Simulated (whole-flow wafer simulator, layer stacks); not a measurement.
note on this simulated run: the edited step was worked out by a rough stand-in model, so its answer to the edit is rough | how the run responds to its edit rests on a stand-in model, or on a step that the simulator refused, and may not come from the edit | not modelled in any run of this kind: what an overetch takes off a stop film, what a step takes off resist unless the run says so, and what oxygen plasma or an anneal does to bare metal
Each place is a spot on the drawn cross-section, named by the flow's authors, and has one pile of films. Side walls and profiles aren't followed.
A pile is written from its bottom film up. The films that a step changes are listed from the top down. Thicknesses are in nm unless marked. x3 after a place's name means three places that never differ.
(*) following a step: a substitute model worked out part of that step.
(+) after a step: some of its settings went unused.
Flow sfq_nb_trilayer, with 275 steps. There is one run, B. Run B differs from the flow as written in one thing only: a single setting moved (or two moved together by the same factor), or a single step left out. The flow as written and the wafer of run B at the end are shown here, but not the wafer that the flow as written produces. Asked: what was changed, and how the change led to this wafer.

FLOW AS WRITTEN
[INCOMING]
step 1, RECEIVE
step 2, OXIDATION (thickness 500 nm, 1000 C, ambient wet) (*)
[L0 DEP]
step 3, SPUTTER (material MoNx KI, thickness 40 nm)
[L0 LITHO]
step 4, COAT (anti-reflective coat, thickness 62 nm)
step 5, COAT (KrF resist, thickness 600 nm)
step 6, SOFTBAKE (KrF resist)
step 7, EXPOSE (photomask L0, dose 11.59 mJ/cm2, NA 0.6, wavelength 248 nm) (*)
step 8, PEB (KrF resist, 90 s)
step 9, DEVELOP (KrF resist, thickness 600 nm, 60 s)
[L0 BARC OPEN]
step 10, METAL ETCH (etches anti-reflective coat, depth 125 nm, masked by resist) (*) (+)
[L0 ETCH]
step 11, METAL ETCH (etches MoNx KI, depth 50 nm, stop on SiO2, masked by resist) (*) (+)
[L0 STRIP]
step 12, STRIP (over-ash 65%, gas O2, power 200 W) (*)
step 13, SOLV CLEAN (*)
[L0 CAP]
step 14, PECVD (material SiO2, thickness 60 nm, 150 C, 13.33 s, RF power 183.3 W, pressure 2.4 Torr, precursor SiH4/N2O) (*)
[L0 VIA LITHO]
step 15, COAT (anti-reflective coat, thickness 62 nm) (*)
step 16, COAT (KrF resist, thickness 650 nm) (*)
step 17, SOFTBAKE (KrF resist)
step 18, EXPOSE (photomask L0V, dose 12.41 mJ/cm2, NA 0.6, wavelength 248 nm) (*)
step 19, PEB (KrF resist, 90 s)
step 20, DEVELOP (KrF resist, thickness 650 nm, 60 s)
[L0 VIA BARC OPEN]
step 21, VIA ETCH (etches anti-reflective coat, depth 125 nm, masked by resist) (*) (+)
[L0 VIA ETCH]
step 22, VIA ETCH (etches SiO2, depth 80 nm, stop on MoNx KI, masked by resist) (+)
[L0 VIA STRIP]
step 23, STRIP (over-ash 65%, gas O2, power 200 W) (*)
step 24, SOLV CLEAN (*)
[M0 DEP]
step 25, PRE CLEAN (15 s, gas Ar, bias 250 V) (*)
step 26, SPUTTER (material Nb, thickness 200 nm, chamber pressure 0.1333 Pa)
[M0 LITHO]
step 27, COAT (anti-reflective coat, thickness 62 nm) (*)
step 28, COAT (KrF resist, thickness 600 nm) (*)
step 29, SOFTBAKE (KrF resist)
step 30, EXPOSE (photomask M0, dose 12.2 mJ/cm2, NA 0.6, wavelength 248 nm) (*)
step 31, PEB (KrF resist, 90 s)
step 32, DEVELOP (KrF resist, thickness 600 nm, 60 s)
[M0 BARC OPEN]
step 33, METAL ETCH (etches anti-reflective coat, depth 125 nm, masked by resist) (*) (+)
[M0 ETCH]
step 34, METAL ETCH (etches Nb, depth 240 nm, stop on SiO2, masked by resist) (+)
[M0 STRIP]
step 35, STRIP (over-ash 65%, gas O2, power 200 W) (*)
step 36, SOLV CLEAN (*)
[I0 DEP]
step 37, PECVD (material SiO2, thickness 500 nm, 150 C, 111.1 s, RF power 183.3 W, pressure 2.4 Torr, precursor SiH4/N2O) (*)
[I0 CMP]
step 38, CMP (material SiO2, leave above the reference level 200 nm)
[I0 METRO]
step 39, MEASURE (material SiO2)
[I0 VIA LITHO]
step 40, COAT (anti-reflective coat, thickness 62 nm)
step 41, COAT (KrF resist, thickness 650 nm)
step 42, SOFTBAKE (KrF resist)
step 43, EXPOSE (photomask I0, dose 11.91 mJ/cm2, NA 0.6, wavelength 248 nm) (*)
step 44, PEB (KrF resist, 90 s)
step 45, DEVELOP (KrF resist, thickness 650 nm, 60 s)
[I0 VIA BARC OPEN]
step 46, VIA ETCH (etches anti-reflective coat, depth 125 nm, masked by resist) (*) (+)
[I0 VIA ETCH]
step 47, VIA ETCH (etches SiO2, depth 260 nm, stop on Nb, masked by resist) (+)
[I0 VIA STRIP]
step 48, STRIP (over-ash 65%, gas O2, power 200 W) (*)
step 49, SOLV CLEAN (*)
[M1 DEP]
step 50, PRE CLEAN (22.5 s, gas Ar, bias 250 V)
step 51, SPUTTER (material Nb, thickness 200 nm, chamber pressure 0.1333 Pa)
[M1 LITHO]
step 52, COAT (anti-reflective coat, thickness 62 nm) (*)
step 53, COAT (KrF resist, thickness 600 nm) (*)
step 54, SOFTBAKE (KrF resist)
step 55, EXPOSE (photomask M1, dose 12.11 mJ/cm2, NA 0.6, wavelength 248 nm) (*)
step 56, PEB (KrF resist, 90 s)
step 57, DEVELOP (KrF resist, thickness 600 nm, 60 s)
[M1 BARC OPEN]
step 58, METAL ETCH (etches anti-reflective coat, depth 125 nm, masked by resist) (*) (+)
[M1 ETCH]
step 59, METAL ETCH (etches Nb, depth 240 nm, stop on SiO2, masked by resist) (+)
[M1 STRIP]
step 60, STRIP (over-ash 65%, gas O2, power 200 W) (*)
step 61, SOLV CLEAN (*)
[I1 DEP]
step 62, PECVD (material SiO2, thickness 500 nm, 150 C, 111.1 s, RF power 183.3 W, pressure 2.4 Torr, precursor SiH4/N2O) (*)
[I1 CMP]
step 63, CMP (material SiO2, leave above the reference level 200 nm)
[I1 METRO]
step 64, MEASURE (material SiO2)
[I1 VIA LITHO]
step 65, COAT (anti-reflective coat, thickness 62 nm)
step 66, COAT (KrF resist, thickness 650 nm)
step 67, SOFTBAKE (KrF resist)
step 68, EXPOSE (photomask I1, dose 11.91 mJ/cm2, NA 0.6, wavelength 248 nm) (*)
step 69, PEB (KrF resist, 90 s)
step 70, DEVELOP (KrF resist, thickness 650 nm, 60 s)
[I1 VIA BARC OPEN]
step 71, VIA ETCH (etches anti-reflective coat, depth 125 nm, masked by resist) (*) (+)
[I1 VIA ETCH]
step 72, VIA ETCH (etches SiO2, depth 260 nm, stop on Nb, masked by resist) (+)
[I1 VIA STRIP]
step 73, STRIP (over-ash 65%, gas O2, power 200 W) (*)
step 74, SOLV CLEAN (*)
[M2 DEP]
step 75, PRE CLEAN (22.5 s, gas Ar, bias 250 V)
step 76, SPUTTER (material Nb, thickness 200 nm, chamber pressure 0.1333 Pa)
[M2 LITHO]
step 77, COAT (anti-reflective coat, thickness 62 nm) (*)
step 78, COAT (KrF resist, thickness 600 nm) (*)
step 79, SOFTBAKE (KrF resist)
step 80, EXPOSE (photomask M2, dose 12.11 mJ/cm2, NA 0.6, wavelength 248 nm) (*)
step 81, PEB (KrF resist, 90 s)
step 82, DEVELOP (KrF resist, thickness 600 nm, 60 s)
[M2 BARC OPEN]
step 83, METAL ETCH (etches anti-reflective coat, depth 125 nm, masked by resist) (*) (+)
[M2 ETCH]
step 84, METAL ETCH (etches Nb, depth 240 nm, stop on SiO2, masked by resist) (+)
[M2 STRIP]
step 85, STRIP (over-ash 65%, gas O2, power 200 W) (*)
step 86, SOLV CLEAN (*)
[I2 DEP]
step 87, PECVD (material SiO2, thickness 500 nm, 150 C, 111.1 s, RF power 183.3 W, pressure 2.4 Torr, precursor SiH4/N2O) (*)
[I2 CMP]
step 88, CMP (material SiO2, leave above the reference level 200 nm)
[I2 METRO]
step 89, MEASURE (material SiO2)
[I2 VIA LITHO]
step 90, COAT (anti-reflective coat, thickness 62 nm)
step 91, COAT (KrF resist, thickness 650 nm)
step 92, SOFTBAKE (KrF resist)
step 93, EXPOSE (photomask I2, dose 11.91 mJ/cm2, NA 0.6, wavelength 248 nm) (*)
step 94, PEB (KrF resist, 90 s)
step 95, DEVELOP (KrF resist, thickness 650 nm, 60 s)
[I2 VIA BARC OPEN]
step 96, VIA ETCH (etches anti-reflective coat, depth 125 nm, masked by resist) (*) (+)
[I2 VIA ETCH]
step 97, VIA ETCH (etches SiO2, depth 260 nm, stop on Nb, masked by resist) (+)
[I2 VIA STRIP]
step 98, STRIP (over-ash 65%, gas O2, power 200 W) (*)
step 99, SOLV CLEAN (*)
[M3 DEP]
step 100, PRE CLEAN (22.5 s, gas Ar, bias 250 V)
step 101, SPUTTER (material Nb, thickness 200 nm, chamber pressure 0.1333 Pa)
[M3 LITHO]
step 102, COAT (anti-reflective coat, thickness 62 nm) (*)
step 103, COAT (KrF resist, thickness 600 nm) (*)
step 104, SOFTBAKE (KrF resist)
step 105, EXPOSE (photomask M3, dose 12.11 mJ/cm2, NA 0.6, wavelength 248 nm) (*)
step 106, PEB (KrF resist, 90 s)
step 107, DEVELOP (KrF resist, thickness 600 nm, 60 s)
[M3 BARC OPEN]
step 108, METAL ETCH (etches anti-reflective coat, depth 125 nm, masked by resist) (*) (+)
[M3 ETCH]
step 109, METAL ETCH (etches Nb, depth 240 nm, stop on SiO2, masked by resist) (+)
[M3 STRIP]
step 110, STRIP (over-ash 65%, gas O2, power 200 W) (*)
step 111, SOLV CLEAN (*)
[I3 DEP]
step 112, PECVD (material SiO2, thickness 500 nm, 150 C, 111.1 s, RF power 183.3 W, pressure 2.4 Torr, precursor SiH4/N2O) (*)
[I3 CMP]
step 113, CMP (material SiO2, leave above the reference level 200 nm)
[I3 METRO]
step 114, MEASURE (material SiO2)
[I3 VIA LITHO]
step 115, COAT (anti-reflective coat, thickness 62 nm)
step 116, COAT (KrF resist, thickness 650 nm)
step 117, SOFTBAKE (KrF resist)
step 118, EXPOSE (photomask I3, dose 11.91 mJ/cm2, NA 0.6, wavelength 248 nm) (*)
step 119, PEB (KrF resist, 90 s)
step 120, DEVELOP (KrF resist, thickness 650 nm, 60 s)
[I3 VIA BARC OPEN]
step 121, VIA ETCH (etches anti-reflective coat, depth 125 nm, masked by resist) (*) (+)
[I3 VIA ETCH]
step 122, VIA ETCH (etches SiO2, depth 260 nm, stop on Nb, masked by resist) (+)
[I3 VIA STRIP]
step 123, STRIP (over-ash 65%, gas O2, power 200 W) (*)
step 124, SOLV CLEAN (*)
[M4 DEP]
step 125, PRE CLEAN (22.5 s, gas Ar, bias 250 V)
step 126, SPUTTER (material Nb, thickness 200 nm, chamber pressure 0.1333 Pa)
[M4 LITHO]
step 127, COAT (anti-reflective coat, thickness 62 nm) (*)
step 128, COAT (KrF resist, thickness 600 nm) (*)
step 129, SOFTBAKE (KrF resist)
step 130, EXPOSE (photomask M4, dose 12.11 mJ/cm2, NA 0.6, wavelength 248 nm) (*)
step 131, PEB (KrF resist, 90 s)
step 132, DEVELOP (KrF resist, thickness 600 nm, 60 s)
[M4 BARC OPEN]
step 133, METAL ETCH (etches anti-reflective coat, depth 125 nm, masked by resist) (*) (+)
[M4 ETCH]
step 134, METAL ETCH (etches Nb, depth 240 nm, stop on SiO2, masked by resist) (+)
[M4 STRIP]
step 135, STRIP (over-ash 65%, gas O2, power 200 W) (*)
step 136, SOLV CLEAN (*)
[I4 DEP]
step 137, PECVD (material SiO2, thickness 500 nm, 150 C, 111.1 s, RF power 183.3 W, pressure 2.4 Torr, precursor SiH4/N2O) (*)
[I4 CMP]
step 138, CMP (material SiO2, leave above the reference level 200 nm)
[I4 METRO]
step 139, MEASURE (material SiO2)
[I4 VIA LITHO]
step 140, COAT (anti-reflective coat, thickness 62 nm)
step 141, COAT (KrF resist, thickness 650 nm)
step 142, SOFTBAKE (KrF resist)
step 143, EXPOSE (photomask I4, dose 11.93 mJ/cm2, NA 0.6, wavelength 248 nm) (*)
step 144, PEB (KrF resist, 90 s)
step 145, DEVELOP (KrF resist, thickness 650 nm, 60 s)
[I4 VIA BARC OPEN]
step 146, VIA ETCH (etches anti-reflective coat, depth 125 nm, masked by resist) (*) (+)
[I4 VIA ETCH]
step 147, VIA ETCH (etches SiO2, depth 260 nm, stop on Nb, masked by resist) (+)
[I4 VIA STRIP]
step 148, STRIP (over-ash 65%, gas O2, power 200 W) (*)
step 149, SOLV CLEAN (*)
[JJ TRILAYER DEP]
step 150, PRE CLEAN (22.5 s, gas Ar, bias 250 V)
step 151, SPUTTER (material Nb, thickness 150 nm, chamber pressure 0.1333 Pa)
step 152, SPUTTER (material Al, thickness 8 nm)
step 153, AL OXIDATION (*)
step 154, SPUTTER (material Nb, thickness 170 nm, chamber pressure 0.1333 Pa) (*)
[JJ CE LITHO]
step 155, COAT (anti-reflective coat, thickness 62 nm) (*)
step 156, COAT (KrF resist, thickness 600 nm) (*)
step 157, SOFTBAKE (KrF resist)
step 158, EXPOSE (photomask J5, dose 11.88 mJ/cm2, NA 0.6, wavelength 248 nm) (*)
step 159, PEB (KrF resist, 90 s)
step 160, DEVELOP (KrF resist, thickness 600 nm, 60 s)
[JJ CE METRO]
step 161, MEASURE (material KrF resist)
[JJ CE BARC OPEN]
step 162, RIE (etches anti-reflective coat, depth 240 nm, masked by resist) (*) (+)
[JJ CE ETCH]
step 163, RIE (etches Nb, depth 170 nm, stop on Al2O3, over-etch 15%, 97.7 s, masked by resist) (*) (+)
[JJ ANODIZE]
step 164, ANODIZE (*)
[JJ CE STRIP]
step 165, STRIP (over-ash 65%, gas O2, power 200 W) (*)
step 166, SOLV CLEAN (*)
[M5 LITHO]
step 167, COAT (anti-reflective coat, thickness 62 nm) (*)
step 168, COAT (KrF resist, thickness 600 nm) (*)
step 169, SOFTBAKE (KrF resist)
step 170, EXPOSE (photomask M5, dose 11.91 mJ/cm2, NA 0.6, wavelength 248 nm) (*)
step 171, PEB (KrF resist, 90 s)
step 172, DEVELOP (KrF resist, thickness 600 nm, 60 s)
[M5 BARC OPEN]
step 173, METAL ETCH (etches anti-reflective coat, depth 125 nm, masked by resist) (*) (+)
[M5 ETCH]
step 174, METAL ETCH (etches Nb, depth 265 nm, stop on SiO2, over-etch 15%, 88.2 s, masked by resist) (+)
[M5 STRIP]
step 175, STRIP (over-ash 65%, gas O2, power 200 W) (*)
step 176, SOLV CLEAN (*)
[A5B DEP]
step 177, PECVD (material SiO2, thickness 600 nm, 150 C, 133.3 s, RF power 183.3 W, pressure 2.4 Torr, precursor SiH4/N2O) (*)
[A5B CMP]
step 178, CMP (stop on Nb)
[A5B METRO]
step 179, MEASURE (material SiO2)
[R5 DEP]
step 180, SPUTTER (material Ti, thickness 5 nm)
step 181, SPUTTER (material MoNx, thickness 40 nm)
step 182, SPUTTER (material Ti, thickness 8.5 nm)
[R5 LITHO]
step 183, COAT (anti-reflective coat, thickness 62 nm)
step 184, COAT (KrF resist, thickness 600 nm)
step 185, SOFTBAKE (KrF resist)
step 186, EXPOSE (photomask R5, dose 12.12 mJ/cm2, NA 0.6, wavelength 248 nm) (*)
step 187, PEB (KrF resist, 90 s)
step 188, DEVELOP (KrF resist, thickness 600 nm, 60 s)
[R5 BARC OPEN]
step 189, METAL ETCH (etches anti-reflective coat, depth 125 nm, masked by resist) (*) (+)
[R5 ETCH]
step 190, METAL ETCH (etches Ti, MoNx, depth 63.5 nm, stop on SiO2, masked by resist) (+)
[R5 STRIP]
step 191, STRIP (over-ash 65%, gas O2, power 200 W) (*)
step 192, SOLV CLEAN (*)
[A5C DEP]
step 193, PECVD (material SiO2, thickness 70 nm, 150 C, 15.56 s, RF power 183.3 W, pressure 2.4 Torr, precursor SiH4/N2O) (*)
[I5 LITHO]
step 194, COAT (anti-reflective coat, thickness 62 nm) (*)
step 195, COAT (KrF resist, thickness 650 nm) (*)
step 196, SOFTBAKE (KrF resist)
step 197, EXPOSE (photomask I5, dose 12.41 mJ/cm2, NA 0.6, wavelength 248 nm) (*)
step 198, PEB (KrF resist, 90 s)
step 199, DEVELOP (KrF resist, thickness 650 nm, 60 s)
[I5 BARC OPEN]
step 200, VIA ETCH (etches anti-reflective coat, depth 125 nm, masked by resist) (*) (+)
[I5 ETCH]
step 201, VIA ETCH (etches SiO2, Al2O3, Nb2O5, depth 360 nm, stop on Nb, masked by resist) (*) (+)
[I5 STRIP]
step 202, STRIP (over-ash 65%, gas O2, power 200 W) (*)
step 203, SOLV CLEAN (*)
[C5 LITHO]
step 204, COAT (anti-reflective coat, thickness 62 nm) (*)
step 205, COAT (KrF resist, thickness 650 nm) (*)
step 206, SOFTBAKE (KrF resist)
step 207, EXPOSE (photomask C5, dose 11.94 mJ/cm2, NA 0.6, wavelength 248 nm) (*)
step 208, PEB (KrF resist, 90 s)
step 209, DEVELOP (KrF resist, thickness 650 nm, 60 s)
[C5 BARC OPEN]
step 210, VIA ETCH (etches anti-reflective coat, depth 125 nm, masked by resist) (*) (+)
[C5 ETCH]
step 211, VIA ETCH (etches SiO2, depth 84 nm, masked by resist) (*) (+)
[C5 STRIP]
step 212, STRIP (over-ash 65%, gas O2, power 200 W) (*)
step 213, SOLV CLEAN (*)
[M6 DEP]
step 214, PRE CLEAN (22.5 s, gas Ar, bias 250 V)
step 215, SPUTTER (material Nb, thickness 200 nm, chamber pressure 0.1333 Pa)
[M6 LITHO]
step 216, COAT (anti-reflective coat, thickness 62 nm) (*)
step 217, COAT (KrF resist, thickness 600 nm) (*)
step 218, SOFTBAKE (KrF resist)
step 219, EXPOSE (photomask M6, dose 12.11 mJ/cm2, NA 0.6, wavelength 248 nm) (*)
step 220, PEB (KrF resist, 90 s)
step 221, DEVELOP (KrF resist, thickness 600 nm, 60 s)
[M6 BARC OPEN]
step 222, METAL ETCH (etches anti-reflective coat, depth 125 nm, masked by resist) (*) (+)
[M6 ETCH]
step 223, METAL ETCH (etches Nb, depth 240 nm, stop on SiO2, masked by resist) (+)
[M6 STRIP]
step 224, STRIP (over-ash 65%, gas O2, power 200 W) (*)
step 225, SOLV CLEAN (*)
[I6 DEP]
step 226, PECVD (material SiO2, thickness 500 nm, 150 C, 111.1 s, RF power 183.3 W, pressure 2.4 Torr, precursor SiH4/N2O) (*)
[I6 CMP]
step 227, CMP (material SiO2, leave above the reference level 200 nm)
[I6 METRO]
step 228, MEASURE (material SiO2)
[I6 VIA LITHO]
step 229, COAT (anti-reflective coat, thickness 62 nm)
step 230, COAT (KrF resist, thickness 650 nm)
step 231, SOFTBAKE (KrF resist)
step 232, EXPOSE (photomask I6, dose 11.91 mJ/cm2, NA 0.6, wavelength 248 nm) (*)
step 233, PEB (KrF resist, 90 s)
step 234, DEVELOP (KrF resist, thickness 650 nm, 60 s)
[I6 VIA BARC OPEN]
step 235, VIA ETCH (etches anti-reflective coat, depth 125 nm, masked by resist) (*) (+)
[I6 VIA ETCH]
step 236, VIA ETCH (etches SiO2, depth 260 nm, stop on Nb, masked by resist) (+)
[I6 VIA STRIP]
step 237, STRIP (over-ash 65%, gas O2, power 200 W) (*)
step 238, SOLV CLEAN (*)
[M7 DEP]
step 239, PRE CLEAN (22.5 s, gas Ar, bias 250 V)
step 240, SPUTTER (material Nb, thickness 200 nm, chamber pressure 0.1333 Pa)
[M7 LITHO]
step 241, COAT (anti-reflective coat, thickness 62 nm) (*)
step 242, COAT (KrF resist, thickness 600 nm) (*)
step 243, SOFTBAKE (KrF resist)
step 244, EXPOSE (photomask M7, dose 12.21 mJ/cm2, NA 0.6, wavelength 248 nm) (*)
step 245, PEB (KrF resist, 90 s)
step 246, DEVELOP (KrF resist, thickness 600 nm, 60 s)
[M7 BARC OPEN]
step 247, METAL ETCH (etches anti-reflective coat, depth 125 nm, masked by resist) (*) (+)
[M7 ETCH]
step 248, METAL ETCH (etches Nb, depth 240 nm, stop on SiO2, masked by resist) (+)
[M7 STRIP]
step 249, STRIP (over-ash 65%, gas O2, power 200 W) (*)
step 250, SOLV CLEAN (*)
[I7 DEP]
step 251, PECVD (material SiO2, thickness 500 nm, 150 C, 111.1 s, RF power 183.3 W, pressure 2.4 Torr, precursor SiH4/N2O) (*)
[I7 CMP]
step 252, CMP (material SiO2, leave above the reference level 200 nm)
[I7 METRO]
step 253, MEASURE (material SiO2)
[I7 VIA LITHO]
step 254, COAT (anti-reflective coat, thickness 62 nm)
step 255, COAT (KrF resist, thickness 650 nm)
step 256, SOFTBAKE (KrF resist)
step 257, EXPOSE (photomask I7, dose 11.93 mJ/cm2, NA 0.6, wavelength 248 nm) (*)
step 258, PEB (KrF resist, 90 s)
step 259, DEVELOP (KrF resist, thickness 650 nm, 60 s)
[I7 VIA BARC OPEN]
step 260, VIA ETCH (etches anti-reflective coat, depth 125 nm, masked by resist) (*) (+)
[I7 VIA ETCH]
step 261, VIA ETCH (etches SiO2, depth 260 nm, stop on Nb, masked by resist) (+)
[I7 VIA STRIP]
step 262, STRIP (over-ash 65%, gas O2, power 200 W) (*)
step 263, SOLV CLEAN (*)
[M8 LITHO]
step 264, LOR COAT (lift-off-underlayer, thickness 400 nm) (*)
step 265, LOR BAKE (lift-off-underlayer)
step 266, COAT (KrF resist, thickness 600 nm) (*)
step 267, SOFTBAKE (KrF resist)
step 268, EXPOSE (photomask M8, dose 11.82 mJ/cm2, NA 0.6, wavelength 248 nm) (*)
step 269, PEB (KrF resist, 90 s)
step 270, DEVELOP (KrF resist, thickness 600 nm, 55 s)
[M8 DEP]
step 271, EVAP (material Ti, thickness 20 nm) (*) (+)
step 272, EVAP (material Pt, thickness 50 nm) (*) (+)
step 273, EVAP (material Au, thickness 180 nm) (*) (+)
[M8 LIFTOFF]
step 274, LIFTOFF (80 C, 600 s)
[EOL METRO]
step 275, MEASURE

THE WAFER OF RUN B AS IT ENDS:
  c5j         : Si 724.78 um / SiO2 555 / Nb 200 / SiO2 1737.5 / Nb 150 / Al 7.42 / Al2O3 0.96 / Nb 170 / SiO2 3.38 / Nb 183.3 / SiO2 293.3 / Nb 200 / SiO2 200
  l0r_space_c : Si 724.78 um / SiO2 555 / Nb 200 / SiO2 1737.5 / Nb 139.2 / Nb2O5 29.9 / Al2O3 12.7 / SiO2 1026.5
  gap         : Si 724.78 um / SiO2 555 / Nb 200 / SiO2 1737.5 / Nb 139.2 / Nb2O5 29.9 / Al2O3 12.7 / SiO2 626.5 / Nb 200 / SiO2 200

Cause: step 137, PECVD: thickness 375 nm was run, though the flow has thickness 500 nm; step 137, PECVD: 83.33 s was run, where the flow has 111.1 s.

Step by step, how the change led to this:
  step 137, PECVD (material SiO2, thickness 500 nm, 150 C, 111.1 s, RF power 183.3 W, pressure 2.4 Torr, precursor SiH4/N2O) (*)
      field_l, be, be_sur and 55 more: SiO2 gains 375 (it would be, as written: SiO2 gains 500)
      v_sur, via_wl, via_w and 35 more: SiO2 gains 375 (new film) (it would be, as written: SiO2 gains 500 (new film))
      (as well as at 10 more places)
  step 138, CMP (material SiO2, leave above the reference level 200 nm)
      field_l, be, be_sur and 55 more: nothing (it would be, as written: SiO2 loses 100)
      p3_s0, p3_s1, p3_s2, p3_s3, p3_s4, p3_s5: nothing (it would be, as written: SiO2 loses 157.1)
      (as well as at 42 more places)
  step 140, COAT (anti-reflective coat, thickness 62 nm)
      p3_fr, m0r_space_l, m0r_space_r, m6r_space_l, m6r_space_r, m7r_space_l, m7r_space_r: anti-reflective coat gains 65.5 (new film) (it would be, as written: anti-reflective coat gains 62 (new film))
      p3_s0, p3_s1, p3_s2, p3_s3, p3_s4, p3_s5: anti-reflective coat gains 70.4 (new film) (it would be, as written: anti-reflective coat gains 62 (new film))
      (as well as at 45 more places)
  step 146, VIA ETCH (etches anti-reflective coat, depth 125 nm, masked by resist) (*) (+)
      field_l, v_sur, via_sp and 100 more: KrF resist loses 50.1 (it would be, as written: KrF resist loses 51.7)
      via_wl, via_w: anti-reflective coat loses 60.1 (all of it), SiO2 loses 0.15 (it would be, as written: anti-reflective coat loses 62 (all of it), SiO2 loses 0.16)
      (as well as at 1 more place)
  step 148, STRIP (over-ash 65%, gas O2, power 200 W) (*)
      m0r_space_l, m0r_space_r, m6r_space_l, m6r_space_r, m7r_space_l, m7r_space_r: KrF resist loses 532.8 (all of it), anti-reflective coat loses 65.5 (all of it) (it would be, as written: KrF resist loses 528.6 (all of it), anti-reflective coat loses 62 (all of it))
      p3_s2, p3_s3: KrF resist loses 534.4 (all of it), anti-reflective coat loses 70.4 (all of it) (it would be, as written: KrF resist loses 528.6 (all of it), anti-reflective coat loses 62 (all of it))
      (as well as at 47 more places)
  step 155, COAT (anti-reflective coat, thickness 62 nm) (*)
      p3_fr, m0r_space_l, m0r_space_r, m6r_space_l, m6r_space_r, m7r_space_l, m7r_space_r: anti-reflective coat gains 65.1 (new film) (it would be, as written: anti-reflective coat gains 62 (new film))
      p3_l1, p3_l2, p3_l3, p3_l4, p3_l5, p3_l6: anti-reflective coat gains 55.5 (new film) (it would be, as written: anti-reflective coat gains 62 (new film))
      (as well as at 42 more places)
  step 162, RIE (etches anti-reflective coat, depth 240 nm, masked by resist) (*) (+)
      p3_fr, m0r_space_l, m0r_space_r, m6r_space_l, m6r_space_r, m7r_space_l, m7r_space_r: anti-reflective coat loses 65.1 (all of it) (it would be, as written: anti-reflective coat loses 62 (all of it))
      p3_l1, p3_l2, p3_l3, p3_l4, p3_l5, p3_l6: anti-reflective coat loses 55.5 (all of it) (it would be, as written: anti-reflective coat loses 62 (all of it))
      (as well as at 42 more places)
  step 167, COAT (anti-reflective coat, thickness 62 nm) (*)
      p3_s0, p3_s1, p3_s2, p3_s3, p3_s4: anti-reflective coat gains 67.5 (new film) (it would be, as written: anti-reflective coat gains 62 (new film))
      lsp_l, m0r_space_l, m6r_space_l, m7r_space_l: anti-reflective coat gains 64.7 (new film) (it would be, as written: anti-reflective coat gains 62 (new film))
      (as well as at 44 more places)
  step 173, METAL ETCH (etches anti-reflective coat, depth 125 nm, masked by resist) (*) (+)
      p3_s0, p3_s1, p3_s2, p3_s3, p3_s4: anti-reflective coat loses 67.5 (all of it), Al2O3 loses 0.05 (it would be, as written: anti-reflective coat loses 62 (all of it), Al2O3 loses 0.06)
      p3_l1, p3_l2, p3_l3: anti-reflective coat loses 54.3 (all of it), Al2O3 loses 0.08 (it would be, as written: anti-reflective coat loses 62 (all of it), Al2O3 loses 0.06)
      (as well as at 22 more places)
  step 175, STRIP (over-ash 65%, gas O2, power 200 W) (*)
      m0r_space_l, m6r_space_l, m7r_space_l: KrF resist loses 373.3 (all of it), anti-reflective coat loses 64.7 (all of it) (it would be, as written: KrF resist loses 371.2 (all of it), anti-reflective coat loses 62 (all of it))
      m0r_space_r, m6r_space_r, m7r_space_r: KrF resist loses 373.2 (all of it), anti-reflective coat loses 64.8 (all of it) (it would be, as written: KrF resist loses 371.2 (all of it), anti-reflective coat loses 62 (all of it))
      (as well as at 19 more places)
  step 178, CMP (stop on Nb)
      ce_l, c5j, ce_r: SiO2 loses 575 (it would be, as written: SiO2 loses 600 (all of it))
      be, be_sur, gap and 34 more: SiO2 loses 428.5 (it would be, as written: SiO2 loses 453.5)
      (as well as at 27 more places)
  step 190, METAL ETCH (etches Ti, MoNx, depth 63.5 nm, stop on SiO2, masked by resist) (+)
      ce_l, c5j, ce_r: Ti loses 8.5 (all of it), MoNx loses 40 (all of it), Ti loses 5 (all of it) (it would be, as written: Ti loses 8.5 (all of it), MoNx loses 40 (all of it), Ti loses 5 (all of it), Nb loses 10)
  step 193, PECVD (material SiO2, thickness 70 nm, 150 C, 15.56 s, RF power 183.3 W, pressure 2.4 Torr, precursor SiH4/N2O) (*)
      ce_l, c5j, ce_r: SiO2 gains 70 (it would be, as written: SiO2 gains 70 (new film))
  step 194, COAT (anti-reflective coat, thickness 62 nm) (*)
      jj_sur: anti-reflective coat gains 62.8 (new film) (it would be, as written: anti-reflective coat gains 60.8 (new film))
      ce_l: anti-reflective coat gains 62.7 (new film) (it would be, as written: anti-reflective coat gains 67.2 (new film))
      (as well as at 3 more places)
  step 201, VIA ETCH (etches SiO2, Al2O3, Nb2O5, depth 360 nm, stop on Nb, masked by resist) (*) (+)
      be: SiO2 loses 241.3 (all of it), Al2O3 loses 12.6 (all of it), Nb2O5 loses 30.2 (all of it) (it would be, as written: SiO2 loses 216.4 (all of it), Al2O3 loses 12.7 (all of it), Nb2O5 loses 29.9 (all of it))
  step 202, STRIP (over-ash 65%, gas O2, power 200 W) (*)
      jj_sur: KrF resist loses 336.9 (all of it), anti-reflective coat loses 62.8 (all of it) (it would be, as written: KrF resist loses 337.2 (all of it), anti-reflective coat loses 60.8 (all of it))
      ce_l: KrF resist loses 337.9 (all of it), anti-reflective coat loses 62.7 (all of it) (it would be, as written: KrF resist loses 341.5 (all of it), anti-reflective coat loses 67.2 (all of it))
      (as well as at 3 more places)
  ... another 11 steps ...
  step 227, CMP (material SiO2, leave above the reference level 200 nm)
      ce_l, ce_r: SiO2 loses 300 (it would be, as written: SiO2 loses 290)
      c5j: SiO2 loses 233 (it would be, as written: SiO2 loses 223)
With metal films that touch counted as one body, c5j has 5 bodies (between them, from the top down: SiO2 293.3; SiO2 3.38; Al2O3 0.96; SiO2 1737.5); the flow as written gives 4 bodies (between them, from the top down: SiO2 284.2; Al2O3 0.96; SiO2 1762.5).
